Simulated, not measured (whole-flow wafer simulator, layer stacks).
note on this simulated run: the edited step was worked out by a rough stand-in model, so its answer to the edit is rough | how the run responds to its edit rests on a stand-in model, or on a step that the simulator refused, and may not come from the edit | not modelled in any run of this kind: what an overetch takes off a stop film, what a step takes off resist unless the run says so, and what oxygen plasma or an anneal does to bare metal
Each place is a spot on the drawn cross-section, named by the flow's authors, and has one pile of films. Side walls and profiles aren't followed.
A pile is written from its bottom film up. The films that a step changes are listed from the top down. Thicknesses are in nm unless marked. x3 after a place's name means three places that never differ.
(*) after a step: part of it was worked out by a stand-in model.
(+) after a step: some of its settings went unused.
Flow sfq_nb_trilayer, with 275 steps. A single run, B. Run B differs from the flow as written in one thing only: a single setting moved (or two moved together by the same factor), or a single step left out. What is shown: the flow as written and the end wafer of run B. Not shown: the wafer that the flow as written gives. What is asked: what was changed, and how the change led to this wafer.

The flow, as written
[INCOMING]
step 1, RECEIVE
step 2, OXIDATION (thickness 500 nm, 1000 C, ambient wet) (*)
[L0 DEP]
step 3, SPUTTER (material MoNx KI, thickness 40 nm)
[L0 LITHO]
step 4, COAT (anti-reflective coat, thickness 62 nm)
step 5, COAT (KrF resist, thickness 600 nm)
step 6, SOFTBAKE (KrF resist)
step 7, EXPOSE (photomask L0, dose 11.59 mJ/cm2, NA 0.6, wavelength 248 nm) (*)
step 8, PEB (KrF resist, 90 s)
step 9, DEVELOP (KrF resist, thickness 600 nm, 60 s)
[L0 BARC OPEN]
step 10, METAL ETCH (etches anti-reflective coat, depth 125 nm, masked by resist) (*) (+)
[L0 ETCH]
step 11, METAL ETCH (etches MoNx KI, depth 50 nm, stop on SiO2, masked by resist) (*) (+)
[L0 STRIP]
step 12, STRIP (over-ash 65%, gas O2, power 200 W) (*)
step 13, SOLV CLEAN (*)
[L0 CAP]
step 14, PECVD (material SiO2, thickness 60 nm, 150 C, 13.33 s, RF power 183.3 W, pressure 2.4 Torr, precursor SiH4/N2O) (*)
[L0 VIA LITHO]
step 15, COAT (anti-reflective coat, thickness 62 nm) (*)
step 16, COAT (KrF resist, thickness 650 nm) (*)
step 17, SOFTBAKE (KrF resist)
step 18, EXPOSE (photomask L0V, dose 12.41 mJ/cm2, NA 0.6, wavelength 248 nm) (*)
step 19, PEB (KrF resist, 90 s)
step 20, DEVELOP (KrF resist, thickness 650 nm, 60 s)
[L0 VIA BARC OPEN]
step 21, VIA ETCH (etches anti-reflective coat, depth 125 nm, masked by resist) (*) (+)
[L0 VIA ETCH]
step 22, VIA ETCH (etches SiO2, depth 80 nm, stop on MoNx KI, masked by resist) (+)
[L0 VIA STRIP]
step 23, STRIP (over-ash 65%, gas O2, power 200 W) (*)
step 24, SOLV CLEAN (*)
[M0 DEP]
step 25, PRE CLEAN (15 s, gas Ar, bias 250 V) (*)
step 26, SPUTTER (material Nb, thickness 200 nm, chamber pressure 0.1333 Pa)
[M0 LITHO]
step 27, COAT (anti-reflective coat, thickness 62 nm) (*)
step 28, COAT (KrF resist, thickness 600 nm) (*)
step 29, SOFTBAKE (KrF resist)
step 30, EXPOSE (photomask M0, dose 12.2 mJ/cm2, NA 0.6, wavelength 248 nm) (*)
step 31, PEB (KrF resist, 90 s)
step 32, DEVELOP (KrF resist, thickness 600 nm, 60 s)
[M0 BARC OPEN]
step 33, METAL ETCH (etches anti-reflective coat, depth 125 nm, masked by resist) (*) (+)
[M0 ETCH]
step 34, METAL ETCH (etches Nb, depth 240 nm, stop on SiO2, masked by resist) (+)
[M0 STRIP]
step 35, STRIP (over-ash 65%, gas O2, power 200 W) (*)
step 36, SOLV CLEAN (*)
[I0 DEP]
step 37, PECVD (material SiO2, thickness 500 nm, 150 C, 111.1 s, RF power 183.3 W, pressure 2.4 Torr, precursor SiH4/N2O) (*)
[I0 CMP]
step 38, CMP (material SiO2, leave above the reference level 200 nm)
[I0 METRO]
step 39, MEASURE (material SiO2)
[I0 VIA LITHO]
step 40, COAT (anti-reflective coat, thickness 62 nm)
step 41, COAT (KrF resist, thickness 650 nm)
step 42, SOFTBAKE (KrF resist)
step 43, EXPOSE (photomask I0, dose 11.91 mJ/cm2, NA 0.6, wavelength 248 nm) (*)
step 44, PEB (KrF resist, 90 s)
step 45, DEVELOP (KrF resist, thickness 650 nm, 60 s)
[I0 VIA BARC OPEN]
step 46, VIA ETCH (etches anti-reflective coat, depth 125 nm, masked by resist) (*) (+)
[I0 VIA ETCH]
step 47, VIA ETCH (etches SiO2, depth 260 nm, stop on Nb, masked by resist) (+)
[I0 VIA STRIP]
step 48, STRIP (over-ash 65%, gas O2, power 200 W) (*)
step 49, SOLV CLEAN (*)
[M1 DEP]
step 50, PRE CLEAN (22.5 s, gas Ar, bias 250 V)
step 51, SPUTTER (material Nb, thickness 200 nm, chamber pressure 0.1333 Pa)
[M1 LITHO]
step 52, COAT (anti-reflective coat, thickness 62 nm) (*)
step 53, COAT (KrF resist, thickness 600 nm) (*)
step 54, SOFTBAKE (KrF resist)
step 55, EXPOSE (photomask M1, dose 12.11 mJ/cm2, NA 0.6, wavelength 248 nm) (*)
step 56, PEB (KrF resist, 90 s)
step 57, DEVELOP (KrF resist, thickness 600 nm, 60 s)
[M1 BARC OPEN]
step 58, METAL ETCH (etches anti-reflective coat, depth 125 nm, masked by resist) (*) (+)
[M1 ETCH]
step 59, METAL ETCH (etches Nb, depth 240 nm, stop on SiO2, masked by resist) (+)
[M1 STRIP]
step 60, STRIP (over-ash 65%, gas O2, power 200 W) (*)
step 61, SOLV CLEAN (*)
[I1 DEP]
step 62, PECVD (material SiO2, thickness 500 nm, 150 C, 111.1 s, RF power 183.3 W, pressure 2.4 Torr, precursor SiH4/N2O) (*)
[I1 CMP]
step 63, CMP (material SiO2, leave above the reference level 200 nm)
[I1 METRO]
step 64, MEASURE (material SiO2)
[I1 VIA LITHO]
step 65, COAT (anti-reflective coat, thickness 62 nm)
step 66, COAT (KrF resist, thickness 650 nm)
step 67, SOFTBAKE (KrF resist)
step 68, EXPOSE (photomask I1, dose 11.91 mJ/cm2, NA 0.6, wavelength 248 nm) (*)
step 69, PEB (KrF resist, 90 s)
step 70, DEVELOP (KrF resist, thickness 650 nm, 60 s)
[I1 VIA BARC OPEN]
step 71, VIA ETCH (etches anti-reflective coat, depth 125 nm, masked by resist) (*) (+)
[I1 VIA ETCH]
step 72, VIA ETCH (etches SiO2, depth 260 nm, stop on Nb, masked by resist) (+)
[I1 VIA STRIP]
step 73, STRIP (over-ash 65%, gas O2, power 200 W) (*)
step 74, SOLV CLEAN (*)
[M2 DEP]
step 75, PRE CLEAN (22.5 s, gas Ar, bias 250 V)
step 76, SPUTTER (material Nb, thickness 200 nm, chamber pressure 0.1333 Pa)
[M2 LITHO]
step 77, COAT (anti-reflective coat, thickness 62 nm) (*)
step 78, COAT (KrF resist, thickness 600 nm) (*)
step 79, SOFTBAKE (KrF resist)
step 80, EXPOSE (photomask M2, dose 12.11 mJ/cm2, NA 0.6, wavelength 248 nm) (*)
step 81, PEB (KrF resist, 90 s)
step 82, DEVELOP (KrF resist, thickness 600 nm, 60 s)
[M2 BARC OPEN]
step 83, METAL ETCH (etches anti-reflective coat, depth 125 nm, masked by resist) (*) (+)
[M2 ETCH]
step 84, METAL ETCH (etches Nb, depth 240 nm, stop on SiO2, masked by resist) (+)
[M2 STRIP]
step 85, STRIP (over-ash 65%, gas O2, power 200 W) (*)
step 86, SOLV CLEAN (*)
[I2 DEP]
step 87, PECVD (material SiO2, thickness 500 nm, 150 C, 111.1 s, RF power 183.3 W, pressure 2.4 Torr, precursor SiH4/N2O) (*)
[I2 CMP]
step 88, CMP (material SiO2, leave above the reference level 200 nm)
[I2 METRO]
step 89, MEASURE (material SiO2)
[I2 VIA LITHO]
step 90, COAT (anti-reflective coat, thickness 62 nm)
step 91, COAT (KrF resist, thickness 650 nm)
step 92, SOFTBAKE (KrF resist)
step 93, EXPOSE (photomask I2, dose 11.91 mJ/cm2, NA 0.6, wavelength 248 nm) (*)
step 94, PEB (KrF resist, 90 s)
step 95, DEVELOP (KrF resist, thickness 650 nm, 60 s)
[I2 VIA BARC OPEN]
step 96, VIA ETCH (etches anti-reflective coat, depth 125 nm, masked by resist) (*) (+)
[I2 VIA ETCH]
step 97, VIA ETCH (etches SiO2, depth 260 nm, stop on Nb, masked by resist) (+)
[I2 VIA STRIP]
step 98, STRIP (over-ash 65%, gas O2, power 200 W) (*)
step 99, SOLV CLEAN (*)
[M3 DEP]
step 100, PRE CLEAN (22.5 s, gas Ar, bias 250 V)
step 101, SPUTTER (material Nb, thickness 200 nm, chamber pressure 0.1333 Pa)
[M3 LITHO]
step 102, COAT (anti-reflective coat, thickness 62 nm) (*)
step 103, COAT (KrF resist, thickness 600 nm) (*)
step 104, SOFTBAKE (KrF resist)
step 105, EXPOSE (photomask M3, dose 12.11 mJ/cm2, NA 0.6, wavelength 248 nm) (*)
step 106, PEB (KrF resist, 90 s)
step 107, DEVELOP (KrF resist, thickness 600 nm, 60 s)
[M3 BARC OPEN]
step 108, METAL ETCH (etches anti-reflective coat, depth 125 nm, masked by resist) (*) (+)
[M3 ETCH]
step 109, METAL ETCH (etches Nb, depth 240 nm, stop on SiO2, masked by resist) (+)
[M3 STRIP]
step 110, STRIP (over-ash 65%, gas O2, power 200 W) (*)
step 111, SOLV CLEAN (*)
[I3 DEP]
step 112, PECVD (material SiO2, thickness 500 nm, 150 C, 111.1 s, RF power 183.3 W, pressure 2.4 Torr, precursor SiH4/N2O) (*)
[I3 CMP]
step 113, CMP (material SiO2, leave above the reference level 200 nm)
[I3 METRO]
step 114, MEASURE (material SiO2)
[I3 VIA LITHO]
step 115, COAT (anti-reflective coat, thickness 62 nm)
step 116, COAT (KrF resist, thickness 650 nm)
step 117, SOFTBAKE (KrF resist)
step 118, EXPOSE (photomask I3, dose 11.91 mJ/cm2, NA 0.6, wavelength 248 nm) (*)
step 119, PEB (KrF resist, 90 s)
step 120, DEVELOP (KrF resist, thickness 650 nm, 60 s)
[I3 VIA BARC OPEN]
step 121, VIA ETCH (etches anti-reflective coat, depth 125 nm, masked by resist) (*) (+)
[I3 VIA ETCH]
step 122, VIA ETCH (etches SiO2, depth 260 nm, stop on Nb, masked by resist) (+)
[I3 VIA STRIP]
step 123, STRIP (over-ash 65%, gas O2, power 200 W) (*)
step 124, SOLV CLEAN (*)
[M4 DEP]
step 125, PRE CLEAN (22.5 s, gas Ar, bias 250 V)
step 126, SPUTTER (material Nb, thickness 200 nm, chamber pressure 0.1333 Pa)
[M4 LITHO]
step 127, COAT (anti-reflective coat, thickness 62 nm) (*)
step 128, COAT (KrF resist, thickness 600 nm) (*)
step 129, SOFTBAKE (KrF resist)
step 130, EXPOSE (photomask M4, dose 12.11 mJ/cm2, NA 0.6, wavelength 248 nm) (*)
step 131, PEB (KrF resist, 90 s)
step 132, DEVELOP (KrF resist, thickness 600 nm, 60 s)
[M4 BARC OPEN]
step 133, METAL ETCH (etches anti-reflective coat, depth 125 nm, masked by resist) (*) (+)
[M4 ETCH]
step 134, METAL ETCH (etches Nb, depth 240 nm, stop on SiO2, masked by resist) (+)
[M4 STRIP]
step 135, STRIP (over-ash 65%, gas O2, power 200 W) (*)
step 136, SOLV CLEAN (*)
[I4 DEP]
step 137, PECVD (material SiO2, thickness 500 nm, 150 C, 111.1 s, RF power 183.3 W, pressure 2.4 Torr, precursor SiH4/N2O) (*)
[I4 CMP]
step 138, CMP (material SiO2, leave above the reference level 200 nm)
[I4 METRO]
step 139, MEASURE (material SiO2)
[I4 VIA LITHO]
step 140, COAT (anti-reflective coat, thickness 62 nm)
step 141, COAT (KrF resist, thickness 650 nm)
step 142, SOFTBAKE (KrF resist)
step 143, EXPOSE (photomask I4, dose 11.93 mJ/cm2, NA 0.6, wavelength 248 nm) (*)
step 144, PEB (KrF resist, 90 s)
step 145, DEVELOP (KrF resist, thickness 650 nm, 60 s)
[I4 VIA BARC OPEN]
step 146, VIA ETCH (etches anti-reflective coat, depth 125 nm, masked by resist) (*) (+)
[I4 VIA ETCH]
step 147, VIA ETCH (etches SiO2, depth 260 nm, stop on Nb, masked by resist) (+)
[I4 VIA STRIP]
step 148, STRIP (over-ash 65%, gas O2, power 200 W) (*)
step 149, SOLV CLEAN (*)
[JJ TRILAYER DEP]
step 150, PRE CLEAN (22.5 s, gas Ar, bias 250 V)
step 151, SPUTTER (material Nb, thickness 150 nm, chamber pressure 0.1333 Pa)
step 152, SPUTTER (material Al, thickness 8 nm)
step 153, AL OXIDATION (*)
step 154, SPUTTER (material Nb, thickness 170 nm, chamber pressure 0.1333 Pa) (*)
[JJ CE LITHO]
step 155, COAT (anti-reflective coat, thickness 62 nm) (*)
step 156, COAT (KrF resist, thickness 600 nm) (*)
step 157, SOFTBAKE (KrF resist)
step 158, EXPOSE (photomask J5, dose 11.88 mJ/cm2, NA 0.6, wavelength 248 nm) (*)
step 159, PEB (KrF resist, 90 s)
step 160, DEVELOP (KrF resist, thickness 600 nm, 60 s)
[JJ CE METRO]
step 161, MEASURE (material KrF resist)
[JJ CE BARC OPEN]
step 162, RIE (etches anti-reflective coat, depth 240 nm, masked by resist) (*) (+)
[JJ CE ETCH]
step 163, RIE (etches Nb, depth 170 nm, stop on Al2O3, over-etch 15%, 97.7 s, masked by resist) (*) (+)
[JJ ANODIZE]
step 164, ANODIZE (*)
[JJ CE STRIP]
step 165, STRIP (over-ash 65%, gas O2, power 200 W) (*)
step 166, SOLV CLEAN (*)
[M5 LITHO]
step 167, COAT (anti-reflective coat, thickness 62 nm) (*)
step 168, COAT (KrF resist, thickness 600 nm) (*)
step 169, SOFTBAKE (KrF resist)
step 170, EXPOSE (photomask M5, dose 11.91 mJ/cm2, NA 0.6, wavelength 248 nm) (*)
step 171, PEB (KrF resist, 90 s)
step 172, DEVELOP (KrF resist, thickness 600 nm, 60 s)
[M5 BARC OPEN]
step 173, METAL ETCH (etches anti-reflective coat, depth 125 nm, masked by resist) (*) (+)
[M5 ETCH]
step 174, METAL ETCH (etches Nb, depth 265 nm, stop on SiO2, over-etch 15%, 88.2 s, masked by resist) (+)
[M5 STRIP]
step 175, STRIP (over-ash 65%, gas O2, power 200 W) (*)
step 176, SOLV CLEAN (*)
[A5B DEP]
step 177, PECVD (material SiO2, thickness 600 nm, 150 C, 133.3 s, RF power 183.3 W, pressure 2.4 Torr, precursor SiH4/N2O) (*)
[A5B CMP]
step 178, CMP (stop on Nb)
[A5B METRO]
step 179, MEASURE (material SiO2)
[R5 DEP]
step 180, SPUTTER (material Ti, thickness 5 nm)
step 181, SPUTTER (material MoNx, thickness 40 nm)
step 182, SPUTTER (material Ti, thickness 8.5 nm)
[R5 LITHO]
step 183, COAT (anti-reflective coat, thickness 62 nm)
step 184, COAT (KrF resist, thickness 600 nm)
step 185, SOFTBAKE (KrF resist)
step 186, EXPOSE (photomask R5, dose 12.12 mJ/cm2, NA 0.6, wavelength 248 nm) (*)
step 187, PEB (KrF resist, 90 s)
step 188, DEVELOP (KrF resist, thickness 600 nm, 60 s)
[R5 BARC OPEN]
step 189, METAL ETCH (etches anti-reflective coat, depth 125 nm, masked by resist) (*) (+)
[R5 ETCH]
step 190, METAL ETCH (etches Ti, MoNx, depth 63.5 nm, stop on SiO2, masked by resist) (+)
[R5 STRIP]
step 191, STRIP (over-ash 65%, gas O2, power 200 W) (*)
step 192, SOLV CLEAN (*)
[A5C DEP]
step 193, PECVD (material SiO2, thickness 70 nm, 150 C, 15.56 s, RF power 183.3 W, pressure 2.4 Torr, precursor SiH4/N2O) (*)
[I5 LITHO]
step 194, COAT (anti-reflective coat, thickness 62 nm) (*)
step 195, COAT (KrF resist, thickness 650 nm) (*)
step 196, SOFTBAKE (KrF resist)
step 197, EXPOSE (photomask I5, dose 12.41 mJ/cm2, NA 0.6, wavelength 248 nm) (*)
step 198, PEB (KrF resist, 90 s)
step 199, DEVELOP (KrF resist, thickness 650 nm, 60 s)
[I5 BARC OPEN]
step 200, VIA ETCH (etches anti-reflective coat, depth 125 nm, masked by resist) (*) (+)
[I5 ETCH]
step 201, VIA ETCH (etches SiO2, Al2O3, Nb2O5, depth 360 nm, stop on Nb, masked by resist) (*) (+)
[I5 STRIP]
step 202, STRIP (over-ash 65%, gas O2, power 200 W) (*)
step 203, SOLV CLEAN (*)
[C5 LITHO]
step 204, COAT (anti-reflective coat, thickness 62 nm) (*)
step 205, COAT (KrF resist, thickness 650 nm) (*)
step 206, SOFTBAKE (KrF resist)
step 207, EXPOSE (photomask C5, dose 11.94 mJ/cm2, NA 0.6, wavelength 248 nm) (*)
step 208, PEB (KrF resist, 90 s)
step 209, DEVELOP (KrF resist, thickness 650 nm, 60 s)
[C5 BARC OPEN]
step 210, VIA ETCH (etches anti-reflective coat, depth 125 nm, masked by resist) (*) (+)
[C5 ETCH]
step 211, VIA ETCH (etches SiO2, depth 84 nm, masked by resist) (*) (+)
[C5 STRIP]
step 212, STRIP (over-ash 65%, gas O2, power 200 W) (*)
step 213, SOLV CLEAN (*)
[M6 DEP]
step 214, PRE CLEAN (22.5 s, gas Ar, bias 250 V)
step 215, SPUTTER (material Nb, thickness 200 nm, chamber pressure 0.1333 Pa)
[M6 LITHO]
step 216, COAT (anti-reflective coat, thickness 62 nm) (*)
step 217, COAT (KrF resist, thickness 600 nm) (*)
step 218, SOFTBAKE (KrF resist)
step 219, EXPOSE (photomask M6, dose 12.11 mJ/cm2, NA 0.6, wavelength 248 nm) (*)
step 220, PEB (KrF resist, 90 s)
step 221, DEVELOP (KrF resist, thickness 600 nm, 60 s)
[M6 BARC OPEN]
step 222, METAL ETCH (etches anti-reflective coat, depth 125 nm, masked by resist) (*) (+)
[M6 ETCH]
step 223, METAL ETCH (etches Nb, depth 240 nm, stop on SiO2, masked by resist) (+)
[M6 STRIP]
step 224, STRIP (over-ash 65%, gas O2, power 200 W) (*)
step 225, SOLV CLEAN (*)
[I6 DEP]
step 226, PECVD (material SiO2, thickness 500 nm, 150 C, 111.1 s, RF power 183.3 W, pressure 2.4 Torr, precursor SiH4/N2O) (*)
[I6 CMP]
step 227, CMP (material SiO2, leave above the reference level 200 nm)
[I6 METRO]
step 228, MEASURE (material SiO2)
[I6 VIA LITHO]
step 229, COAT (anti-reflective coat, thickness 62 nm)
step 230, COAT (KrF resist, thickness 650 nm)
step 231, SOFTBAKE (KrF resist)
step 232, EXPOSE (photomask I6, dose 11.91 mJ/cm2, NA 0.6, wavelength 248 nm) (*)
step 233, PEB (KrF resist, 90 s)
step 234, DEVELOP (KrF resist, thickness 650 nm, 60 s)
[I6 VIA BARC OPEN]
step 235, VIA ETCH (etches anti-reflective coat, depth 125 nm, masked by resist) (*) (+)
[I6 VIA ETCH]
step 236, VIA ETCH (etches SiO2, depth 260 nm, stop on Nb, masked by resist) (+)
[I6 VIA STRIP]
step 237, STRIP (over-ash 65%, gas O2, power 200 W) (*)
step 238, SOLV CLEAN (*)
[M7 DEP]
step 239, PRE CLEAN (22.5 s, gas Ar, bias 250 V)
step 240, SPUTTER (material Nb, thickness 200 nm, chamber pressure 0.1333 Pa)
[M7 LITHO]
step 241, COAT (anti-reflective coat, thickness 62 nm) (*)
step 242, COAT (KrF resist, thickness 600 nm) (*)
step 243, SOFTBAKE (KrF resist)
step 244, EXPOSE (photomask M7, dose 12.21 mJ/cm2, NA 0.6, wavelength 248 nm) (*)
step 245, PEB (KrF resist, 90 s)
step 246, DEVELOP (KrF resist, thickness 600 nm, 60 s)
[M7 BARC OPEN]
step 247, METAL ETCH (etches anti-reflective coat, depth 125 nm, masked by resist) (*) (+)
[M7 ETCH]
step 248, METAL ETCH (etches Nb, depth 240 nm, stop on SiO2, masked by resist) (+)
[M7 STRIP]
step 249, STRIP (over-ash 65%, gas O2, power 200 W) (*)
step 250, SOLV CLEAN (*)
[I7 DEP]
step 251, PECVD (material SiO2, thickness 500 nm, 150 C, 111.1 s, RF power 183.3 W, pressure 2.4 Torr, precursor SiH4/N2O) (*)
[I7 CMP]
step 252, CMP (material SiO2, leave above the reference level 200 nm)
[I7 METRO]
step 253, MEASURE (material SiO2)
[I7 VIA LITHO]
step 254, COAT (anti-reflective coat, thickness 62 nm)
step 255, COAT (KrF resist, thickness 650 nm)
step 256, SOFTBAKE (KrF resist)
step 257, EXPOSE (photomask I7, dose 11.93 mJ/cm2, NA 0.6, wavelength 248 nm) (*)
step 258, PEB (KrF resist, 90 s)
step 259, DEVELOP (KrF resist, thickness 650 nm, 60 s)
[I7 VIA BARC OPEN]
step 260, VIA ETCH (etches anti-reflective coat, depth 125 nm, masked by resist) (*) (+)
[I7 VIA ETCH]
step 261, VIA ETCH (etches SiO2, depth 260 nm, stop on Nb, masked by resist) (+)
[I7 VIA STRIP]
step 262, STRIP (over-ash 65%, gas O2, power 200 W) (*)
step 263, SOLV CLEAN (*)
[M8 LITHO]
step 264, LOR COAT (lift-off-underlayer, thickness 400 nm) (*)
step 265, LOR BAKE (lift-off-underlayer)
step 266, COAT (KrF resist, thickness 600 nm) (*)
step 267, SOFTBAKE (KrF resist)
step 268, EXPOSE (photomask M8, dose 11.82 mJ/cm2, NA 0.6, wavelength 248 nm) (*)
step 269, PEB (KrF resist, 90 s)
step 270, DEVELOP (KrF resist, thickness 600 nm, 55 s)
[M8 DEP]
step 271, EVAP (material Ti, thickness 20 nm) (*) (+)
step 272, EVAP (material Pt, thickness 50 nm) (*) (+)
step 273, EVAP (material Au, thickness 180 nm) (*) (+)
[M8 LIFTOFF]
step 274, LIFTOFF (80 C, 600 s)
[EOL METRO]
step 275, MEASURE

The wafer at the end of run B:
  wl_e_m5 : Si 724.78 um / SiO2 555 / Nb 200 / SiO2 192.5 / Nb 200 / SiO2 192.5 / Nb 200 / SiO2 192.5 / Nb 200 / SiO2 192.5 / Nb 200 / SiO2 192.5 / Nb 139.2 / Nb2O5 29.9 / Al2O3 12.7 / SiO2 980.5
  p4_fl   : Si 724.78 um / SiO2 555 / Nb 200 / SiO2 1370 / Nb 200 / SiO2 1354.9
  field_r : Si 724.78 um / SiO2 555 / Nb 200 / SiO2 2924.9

Cause: step 193, PECVD: thickness 49 nm was run, whereas the flow has thickness 70 nm; step 193, PECVD: 10.89 s was run, where the flow has 15.56 s.

The path from the change to this, step by step:
  step 193, PECVD (material SiO2, thickness 70 nm, 150 C, 15.56 s, RF power 183.3 W, pressure 2.4 Torr, precursor SiH4/N2O) (*)
      field_l, v_sur, via_wl and 92 more: +49 SiO2 (as written it would have been: +70 SiO2)
      ce_l, c5j, ce_r and 8 more: +49 SiO2 (new film) (as written it would have been: +70 SiO2 (new film))
  step 201, VIA ETCH (etches SiO2, Al2O3, Nb2O5, depth 360 nm, stop on Nb, masked by resist) (*) (+)
      be: -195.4 SiO2 (all of it), -12.7 Al2O3 (all of it), -29.9 Nb2O5 (all of it) (as written it would have been: -216.4 SiO2 (all of it), -12.7 Al2O3 (all of it), -29.9 Nb2O5 (all of it))
  step 204, COAT (anti-reflective coat, thickness 62 nm) (*)
      be: +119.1 anti-reflective coat (new film) (as written it would have been: +122.2 anti-reflective coat (new film))
  step 211, VIA ETCH (etches SiO2, depth 84 nm, masked by resist) (*) (+)
      field_l, v_sur, via_wl and 101 more: -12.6 KrF resist (as written it would have been: -14.5 KrF resist)
      c5j: -48.9 SiO2 (all of it), -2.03 Nb (as written it would have been: -69.9 SiO2 (all of it), -1.18 Nb)
      (also at 1 further place)
  step 212, STRIP (over-ash 65%, gas O2, power 200 W) (*)
      be: -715 KrF resist (all of it), -119.1 anti-reflective coat (all of it) (as written it would have been: -728.2 KrF resist (all of it), -122.2 anti-reflective coat (all of it))
  step 215, SPUTTER (material Nb, thickness 200 nm, chamber pressure 0.1333 Pa)
      be: +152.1 Nb (as written it would have been: +147.3 Nb)
      c5j: +194.4 Nb (as written it would have been: +188.4 Nb)
      (also at 1 further place)
  step 216, COAT (anti-reflective coat, thickness 62 nm) (*)
      be: +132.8 anti-reflective coat (new film) (as written it would have been: +136.7 anti-reflective coat (new film))
      be_sur: +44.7 anti-reflective coat (new film) (as written it would have been: +43.8 anti-reflective coat (new film))
      (also at 6 further places)
  step 217, COAT (KrF resist, thickness 600 nm) (*)
      be: +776 KrF resist (new film) (as written it would have been: +793.9 KrF resist (new film))
  step 224, STRIP (over-ash 65%, gas O2, power 200 W) (*)
      be: -557.9 KrF resist (all of it), -132.8 anti-reflective coat (all of it) (as written it would have been: -575.8 KrF resist (all of it), -136.7 anti-reflective coat (all of it))
      be_sur: -373.3 KrF resist (all of it), -44.7 anti-reflective coat (all of it) (as written it would have been: -371.2 KrF resist (all of it), -43.8 anti-reflective coat (all of it))
      (also at 6 further places)
  step 226, PECVD (material SiO2, thickness 500 nm, 150 C, 111.1 s, RF power 183.3 W, pressure 2.4 Torr, precursor SiH4/N2O) (*)
      be: +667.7 SiO2 (new film) (as written it would have been: +693.5 SiO2 (new film))
      c5j: +500 SiO2 (new film) (as written it would have been: +514.7 SiO2 (new film))
  step 227, CMP (material SiO2, leave above the reference level 200 nm)
      c5j: -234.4 SiO2 (as written it would have been: -223 SiO2)
      res: -304.5 SiO2 (as written it would have been: -279.4 SiO2)
